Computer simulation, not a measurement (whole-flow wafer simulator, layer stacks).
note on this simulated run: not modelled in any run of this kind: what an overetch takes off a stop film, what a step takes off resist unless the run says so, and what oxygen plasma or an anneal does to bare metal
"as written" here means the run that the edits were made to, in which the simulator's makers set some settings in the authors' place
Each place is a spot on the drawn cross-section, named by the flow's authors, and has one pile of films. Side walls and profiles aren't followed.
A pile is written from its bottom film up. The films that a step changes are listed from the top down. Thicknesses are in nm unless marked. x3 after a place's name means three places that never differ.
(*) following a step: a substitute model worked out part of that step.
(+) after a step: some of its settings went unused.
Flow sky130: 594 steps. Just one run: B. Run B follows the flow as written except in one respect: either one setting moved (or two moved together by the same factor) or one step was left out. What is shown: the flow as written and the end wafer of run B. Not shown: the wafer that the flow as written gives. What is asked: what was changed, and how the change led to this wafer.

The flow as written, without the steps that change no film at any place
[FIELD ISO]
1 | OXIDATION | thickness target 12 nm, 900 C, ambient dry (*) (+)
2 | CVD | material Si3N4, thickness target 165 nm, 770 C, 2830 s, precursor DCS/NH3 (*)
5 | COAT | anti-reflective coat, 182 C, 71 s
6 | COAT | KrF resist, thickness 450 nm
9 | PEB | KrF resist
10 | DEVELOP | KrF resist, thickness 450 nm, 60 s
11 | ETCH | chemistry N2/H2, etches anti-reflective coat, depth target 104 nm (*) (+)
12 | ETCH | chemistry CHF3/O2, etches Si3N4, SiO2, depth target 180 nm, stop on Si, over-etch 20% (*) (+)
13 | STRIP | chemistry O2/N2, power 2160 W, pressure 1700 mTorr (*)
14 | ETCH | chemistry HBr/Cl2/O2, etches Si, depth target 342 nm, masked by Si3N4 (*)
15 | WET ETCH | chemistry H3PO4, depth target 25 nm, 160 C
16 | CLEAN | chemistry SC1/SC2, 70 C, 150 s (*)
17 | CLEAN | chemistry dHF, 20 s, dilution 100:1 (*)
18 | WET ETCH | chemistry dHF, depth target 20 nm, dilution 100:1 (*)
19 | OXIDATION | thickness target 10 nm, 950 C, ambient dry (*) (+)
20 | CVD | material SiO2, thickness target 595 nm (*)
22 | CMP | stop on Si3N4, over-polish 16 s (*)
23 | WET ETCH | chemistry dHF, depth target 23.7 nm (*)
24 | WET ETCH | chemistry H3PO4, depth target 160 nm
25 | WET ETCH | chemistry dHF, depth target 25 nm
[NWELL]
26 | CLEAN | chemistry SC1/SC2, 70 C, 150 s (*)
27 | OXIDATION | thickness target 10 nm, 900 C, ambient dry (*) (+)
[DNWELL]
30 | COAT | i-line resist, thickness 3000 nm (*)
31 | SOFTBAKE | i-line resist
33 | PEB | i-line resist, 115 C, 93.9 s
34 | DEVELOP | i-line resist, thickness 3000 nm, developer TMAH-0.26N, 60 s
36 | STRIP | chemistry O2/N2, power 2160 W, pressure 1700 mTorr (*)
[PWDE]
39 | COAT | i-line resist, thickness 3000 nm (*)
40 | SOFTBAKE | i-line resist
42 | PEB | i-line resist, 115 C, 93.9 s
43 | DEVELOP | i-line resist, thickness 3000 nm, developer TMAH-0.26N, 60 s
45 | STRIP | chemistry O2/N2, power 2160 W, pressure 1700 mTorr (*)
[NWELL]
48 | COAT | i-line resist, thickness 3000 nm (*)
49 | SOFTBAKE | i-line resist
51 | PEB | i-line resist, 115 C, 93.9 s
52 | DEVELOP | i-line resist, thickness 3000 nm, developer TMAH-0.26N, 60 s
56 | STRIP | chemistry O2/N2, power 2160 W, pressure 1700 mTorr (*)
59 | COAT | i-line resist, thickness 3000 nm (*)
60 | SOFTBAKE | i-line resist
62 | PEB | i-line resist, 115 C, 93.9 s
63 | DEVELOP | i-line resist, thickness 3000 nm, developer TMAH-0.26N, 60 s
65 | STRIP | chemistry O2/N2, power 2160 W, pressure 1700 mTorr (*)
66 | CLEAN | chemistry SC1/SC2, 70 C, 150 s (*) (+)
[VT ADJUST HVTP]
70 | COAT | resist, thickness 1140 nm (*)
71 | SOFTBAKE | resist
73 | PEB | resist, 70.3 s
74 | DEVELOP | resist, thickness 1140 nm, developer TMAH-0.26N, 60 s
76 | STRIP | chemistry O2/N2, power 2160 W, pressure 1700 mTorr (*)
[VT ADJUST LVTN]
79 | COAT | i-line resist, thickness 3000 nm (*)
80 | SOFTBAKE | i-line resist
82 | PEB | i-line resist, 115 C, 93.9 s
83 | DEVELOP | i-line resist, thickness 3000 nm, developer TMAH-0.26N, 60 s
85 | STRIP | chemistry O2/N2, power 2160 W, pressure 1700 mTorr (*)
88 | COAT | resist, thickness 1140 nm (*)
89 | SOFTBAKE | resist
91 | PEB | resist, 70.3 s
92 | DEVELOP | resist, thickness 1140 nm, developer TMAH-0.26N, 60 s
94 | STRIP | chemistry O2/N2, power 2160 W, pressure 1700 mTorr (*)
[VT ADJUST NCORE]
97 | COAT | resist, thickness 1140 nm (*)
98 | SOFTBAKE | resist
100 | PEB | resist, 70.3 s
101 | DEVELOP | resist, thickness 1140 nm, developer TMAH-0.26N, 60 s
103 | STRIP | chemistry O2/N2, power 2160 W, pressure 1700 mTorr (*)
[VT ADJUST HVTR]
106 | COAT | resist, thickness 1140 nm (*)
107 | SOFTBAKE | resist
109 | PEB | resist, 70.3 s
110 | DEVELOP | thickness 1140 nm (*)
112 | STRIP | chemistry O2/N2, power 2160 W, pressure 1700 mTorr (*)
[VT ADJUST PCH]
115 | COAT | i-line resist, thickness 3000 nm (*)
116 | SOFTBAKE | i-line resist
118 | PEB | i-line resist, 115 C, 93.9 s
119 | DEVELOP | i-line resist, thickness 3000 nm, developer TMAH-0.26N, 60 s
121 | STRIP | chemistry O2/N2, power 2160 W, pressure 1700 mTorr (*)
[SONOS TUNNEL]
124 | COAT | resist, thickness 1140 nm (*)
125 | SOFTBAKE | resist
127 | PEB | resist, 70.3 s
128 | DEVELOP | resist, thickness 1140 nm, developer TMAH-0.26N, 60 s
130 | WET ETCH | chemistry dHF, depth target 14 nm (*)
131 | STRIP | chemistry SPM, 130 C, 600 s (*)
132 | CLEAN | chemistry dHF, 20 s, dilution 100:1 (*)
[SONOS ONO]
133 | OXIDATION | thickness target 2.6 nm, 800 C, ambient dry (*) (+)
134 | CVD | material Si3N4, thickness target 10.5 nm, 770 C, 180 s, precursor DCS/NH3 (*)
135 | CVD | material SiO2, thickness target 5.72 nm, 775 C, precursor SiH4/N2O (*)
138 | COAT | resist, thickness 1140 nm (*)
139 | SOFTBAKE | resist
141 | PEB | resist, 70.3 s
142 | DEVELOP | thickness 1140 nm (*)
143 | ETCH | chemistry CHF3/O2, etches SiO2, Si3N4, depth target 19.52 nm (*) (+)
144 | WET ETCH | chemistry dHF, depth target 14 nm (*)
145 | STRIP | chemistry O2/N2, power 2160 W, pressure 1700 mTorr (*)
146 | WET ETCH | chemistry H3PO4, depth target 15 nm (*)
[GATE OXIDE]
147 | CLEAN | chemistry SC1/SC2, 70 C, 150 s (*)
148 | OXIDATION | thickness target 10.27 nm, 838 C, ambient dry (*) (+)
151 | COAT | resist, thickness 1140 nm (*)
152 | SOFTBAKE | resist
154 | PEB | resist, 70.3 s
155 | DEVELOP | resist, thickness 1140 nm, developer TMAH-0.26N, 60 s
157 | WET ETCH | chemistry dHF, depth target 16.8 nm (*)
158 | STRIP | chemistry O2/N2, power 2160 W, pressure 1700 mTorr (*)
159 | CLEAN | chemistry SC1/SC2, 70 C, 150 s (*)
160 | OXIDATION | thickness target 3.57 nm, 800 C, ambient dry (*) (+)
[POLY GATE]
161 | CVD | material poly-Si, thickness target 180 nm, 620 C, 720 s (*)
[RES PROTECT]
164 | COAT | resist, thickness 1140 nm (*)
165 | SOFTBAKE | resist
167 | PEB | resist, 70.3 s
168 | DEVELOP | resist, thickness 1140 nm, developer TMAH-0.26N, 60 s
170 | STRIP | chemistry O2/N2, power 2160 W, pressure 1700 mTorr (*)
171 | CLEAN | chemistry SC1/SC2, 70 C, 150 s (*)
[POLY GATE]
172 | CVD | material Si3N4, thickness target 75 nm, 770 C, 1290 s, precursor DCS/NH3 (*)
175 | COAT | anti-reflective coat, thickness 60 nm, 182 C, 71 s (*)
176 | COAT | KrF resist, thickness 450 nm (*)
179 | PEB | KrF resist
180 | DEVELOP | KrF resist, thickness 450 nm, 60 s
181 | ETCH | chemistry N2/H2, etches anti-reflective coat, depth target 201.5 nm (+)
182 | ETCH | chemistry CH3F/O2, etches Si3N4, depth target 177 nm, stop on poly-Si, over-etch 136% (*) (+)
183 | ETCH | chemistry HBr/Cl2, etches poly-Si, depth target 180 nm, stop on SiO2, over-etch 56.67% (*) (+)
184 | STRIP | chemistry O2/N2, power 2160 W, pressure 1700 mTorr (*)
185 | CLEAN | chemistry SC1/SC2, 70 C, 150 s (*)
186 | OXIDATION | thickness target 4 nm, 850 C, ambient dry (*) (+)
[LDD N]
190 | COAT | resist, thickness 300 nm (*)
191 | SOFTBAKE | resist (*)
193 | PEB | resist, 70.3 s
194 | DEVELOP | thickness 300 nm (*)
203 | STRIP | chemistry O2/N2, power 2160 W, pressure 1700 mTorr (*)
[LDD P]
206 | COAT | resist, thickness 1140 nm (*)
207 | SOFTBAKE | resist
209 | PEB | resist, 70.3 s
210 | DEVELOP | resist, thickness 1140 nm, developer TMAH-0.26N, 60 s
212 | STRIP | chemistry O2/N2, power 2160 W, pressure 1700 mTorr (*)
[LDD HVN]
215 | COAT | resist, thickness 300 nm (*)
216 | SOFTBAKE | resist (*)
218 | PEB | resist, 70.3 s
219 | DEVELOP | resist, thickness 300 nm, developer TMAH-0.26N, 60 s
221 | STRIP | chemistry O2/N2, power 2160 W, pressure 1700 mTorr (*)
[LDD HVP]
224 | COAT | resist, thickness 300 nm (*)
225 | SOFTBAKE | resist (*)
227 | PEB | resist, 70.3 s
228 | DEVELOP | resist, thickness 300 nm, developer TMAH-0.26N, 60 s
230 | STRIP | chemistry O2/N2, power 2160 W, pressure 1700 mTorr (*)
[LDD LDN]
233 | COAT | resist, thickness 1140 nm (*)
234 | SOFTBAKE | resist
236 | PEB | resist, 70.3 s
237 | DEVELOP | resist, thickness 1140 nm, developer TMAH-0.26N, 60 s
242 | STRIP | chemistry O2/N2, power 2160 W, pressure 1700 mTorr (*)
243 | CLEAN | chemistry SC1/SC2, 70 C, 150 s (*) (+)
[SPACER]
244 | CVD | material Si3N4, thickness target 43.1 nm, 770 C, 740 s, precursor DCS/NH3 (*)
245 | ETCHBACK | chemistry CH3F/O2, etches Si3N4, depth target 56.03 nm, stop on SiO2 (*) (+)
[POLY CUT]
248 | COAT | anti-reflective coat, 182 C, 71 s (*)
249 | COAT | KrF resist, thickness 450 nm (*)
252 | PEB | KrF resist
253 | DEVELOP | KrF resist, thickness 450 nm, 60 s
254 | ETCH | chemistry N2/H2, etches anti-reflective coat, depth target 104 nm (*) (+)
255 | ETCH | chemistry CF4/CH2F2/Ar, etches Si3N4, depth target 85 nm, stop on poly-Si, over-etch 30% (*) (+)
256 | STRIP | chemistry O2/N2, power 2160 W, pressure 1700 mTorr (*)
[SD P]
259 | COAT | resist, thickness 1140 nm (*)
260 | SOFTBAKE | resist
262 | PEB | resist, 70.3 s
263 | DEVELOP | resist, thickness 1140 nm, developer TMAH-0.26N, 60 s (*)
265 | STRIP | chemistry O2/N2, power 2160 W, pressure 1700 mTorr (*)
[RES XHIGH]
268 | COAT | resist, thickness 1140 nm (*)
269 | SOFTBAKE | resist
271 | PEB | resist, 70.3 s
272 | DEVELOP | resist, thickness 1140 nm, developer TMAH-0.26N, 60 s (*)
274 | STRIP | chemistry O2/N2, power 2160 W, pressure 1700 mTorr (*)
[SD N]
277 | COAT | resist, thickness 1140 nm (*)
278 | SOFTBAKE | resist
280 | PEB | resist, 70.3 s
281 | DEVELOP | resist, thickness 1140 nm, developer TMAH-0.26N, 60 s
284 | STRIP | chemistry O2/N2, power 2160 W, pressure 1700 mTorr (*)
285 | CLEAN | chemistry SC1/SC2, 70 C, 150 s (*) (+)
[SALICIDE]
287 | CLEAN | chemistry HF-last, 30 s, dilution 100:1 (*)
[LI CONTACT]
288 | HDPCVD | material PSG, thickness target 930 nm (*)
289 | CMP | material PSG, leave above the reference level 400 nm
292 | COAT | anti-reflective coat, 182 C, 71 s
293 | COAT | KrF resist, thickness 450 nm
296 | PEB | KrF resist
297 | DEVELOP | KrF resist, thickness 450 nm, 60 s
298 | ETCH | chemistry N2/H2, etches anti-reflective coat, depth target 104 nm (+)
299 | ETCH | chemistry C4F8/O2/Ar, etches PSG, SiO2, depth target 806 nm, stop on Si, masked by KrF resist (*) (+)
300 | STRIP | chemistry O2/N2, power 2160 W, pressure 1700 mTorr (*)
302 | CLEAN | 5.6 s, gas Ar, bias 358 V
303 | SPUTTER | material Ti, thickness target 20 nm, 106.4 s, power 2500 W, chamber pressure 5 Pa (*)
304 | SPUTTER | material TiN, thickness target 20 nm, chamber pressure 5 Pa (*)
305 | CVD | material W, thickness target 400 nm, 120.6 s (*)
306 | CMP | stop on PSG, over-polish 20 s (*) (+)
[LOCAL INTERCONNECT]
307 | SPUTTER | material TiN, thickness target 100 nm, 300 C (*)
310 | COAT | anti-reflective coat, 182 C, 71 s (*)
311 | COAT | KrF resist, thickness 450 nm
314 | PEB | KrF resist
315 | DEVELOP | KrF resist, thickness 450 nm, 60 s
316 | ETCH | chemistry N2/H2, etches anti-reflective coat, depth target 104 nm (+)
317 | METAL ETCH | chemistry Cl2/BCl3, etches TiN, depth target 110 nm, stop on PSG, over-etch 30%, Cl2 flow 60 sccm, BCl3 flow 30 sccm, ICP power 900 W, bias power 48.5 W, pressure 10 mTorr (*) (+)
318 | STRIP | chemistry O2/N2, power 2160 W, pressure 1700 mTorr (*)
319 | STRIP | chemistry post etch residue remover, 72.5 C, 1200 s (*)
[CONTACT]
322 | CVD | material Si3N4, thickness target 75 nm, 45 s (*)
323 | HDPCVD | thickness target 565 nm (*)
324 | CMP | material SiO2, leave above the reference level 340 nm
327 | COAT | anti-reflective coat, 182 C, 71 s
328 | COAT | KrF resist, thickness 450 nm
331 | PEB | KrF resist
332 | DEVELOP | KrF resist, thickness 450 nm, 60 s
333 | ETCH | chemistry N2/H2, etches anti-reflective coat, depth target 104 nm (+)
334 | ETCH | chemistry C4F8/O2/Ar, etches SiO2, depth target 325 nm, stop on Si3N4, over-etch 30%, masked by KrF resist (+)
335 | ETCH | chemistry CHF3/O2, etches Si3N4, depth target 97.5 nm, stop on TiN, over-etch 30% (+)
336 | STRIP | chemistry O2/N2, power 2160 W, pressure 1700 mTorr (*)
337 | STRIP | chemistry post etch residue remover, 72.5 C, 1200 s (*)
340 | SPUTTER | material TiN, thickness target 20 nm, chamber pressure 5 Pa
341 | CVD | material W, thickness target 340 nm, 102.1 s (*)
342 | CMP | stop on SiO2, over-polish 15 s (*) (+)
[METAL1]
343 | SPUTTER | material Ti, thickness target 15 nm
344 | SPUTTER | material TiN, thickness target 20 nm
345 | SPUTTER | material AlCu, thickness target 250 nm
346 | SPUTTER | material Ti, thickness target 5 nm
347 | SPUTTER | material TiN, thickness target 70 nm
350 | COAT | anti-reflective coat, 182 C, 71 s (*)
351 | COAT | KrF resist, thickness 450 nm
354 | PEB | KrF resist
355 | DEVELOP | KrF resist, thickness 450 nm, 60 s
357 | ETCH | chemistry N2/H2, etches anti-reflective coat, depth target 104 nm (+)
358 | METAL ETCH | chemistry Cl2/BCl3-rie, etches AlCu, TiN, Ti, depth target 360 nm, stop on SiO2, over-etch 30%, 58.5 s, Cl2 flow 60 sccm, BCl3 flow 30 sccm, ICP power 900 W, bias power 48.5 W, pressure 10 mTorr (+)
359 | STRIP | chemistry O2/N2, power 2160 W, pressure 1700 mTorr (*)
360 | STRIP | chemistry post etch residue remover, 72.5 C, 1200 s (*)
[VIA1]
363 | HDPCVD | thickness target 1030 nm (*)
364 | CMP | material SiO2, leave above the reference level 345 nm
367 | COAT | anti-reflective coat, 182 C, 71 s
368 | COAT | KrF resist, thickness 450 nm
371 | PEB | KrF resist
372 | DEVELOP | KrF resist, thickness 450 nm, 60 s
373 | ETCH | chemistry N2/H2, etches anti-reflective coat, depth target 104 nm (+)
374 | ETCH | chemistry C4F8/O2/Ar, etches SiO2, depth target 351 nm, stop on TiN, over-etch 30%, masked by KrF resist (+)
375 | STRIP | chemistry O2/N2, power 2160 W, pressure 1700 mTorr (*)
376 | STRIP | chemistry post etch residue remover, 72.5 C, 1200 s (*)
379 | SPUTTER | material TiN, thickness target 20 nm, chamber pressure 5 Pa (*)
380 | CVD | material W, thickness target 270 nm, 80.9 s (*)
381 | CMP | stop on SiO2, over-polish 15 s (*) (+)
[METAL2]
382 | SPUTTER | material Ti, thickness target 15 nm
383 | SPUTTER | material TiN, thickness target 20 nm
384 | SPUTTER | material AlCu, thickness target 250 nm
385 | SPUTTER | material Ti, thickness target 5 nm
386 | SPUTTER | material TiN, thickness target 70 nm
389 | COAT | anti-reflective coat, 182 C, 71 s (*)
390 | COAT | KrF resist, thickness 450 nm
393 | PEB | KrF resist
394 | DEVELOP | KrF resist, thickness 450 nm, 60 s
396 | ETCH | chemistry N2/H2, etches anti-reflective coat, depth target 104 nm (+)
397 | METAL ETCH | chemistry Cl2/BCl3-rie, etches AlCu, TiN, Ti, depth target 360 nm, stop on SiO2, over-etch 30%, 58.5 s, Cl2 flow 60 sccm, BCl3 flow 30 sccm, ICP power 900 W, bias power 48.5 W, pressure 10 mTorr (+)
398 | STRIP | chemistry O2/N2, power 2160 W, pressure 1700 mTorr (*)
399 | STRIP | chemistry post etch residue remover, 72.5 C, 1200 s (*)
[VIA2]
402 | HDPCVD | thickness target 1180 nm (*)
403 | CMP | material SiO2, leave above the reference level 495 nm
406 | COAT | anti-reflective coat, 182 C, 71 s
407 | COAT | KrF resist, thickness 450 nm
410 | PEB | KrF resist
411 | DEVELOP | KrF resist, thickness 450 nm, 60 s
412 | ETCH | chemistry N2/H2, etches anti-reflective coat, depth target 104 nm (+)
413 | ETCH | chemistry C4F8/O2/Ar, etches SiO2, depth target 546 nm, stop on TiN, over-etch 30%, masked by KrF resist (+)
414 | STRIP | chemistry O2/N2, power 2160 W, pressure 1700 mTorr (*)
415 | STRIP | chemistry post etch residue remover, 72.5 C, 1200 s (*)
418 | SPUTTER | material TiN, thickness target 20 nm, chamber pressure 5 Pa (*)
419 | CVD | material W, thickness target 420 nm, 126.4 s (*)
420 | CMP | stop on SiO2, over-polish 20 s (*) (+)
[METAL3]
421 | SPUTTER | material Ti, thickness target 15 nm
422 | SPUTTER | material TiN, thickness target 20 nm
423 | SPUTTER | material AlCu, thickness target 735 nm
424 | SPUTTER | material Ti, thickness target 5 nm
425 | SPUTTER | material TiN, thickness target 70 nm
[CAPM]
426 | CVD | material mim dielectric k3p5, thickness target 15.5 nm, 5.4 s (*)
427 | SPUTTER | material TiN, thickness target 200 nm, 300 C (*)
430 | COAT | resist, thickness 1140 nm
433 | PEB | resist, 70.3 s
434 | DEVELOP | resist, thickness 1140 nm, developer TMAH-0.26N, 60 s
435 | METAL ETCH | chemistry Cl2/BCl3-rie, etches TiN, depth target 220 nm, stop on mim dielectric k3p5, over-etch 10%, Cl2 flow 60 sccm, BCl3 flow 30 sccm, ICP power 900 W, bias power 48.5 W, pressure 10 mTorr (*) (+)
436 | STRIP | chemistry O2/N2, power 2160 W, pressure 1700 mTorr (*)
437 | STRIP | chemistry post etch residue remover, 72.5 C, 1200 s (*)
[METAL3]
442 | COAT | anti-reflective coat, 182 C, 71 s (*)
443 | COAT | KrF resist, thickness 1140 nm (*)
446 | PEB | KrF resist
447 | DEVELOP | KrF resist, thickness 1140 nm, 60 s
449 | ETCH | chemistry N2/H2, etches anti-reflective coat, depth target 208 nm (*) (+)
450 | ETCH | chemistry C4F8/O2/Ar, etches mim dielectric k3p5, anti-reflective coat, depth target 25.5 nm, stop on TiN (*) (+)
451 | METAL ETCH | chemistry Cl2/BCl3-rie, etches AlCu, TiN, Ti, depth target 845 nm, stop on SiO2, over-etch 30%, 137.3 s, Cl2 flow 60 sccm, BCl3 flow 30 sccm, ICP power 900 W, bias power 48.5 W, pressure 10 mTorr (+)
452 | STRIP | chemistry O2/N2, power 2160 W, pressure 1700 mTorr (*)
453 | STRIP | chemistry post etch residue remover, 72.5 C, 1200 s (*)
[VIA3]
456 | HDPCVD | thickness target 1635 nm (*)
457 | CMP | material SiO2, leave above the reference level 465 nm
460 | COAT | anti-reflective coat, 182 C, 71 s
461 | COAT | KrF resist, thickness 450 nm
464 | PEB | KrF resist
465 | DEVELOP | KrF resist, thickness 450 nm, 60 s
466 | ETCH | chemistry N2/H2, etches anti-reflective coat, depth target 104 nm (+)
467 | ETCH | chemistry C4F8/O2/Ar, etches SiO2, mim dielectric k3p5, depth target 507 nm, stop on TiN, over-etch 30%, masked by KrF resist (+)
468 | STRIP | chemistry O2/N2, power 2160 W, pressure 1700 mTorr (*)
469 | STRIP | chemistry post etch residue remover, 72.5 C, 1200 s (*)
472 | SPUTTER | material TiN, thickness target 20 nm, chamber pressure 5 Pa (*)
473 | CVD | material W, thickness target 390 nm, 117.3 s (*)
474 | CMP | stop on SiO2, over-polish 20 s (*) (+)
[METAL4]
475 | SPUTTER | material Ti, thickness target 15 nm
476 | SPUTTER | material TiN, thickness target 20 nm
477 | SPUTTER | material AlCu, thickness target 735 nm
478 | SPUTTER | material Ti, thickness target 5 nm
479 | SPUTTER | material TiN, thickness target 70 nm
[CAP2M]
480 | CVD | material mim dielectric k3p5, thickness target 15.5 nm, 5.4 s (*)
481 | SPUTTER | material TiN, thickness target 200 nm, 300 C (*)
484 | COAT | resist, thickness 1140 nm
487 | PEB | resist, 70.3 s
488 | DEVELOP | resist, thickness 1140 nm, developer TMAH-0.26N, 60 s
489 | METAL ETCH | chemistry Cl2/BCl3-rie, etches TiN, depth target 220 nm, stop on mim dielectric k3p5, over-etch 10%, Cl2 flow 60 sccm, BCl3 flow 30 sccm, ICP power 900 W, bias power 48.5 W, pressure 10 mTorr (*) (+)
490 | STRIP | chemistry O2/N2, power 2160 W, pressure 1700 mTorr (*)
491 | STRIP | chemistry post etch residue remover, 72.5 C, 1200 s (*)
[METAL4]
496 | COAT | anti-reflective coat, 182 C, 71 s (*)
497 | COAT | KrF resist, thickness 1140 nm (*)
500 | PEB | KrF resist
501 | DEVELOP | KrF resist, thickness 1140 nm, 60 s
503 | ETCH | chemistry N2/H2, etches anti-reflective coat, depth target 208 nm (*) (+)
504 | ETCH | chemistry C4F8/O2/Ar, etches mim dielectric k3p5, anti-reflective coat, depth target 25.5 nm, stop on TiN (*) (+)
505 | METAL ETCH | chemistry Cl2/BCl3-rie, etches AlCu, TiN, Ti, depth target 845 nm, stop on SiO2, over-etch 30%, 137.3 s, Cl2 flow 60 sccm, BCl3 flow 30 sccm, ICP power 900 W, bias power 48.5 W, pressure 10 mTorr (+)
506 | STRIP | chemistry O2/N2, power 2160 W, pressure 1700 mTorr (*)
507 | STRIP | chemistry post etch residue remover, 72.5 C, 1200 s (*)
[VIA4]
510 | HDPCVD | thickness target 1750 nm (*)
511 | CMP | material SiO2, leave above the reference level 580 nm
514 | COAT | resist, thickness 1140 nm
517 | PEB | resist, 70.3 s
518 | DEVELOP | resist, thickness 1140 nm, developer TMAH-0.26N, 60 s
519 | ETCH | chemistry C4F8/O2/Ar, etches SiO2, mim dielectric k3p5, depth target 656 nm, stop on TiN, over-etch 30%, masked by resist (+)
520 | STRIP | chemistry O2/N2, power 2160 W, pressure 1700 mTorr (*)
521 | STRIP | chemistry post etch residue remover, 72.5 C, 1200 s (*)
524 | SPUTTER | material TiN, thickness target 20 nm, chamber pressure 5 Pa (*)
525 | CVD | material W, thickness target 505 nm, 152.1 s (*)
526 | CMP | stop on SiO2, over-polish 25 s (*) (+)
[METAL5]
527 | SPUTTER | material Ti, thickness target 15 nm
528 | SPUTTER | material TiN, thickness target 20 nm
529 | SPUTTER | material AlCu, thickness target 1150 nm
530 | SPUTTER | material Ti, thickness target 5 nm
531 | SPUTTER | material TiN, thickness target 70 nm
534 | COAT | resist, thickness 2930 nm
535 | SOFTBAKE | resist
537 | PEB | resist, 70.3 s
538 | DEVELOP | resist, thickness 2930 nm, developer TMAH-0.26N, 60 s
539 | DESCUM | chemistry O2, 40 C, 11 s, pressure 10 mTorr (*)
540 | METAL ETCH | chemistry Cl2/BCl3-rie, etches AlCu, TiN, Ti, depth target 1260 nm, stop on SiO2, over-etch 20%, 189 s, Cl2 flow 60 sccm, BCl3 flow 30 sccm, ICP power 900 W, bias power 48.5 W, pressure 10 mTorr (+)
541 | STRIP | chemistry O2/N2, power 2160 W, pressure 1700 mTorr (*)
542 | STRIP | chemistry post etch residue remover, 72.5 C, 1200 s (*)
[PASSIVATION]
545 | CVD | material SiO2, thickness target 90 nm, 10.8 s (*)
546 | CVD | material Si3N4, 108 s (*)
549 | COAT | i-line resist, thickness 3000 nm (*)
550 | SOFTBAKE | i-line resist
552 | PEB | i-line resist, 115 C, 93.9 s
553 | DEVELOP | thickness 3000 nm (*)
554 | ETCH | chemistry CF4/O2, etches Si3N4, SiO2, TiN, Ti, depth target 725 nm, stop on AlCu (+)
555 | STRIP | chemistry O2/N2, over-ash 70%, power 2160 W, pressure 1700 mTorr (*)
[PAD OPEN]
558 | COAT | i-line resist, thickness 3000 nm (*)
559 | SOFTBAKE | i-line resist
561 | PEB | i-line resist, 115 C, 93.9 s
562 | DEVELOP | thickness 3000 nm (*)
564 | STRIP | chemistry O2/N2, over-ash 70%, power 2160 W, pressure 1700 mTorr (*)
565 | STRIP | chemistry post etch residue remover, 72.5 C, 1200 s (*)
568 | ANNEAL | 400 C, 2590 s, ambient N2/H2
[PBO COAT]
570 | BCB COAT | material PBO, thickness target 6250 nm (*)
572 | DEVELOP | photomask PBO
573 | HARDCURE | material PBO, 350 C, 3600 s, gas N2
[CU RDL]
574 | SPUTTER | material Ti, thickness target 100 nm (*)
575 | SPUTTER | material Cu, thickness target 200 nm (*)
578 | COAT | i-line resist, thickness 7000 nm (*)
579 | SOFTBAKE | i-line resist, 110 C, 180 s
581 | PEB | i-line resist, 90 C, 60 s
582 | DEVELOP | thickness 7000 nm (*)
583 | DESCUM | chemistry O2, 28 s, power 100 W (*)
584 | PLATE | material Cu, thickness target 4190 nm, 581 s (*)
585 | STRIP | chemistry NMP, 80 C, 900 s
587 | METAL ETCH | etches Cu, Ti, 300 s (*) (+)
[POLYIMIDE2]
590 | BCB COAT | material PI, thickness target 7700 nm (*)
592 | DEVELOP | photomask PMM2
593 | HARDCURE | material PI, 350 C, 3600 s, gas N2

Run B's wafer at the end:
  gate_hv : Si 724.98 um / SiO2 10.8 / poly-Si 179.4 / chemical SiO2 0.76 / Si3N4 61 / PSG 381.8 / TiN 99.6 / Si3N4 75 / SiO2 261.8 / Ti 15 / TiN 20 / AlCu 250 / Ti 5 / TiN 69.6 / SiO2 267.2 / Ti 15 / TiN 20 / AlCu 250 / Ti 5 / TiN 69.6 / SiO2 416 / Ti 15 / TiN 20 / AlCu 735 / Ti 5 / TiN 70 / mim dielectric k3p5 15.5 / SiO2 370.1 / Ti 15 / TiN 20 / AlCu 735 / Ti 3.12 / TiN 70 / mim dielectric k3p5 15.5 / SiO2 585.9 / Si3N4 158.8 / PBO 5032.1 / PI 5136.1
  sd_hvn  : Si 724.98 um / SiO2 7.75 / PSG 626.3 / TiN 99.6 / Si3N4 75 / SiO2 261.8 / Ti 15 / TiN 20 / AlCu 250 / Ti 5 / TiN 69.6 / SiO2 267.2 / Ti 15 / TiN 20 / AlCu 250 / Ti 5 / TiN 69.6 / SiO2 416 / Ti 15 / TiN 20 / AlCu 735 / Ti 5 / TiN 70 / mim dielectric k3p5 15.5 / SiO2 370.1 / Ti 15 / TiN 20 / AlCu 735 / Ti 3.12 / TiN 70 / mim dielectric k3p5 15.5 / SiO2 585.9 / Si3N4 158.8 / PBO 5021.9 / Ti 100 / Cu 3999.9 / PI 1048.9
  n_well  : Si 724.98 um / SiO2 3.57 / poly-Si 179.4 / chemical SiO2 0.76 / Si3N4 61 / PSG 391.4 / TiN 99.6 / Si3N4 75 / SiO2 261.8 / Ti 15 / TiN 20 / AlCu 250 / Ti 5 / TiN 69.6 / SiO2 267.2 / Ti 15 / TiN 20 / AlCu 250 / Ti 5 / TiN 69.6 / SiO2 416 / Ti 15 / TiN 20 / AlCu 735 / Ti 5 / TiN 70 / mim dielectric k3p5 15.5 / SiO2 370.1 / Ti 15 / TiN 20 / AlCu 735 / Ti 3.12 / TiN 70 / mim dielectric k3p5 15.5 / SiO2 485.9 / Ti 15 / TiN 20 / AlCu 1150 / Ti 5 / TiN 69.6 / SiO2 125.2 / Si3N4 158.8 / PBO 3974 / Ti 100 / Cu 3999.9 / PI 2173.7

Cause: step 478, SPUTTER: thickness target 3.12 nm was run, whereas the flow has thickness target 5 nm.
One can read it off the wafer: gate_hv has Ti 3.12, and step 478 as written asks for 5 nm.

Step by step, how the change led to this:
  478 | SPUTTER | material Ti, thickness target 5 nm
      field, active, n_well and 189 more: Ti gains 3.12 (new film) (as written it would have been: Ti gains 5 (new film))
  505 | METAL ETCH | chemistry Cl2/BCl3-rie, etches AlCu, TiN, Ti, depth target 845 nm, stop on SiO2, over-etch 30%, 137.3 s, Cl2 flow 60 sccm, BCl3 flow 30 sccm, ICP power 900 W, bias power 48.5 W, pressure 10 mTorr (+)
      field, gate, spacer and 68 more: TiN loses 70 (all of it), Ti loses 3.12 (all of it), AlCu loses 735 (all of it), TiN loses 20 (all of it), Ti loses 15 (all of it), SiO2 loses 25.5 (as written it would have been: TiN loses 70 (all of it), Ti loses 5 (all of it), AlCu loses 735 (all of it), TiN loses 20 (all of it), Ti loses 15 (all of it), SiO2 loses 25.4)
      active, vpp_iso1, mim_edge_plate and 14 more: TiN loses 70 (all of it), Ti loses 3.12 (all of it), AlCu loses 735 (all of it), TiN loses 20 (all of it), Ti loses 15 (all of it), SiO2 loses 25.5 (as written it would have been: TiN loses 70 (all of it), Ti loses 5 (all of it), AlCu loses 735 (all of it), TiN loses 20 (all of it), Ti loses 15 (all of it), SiO2 loses 25.3)
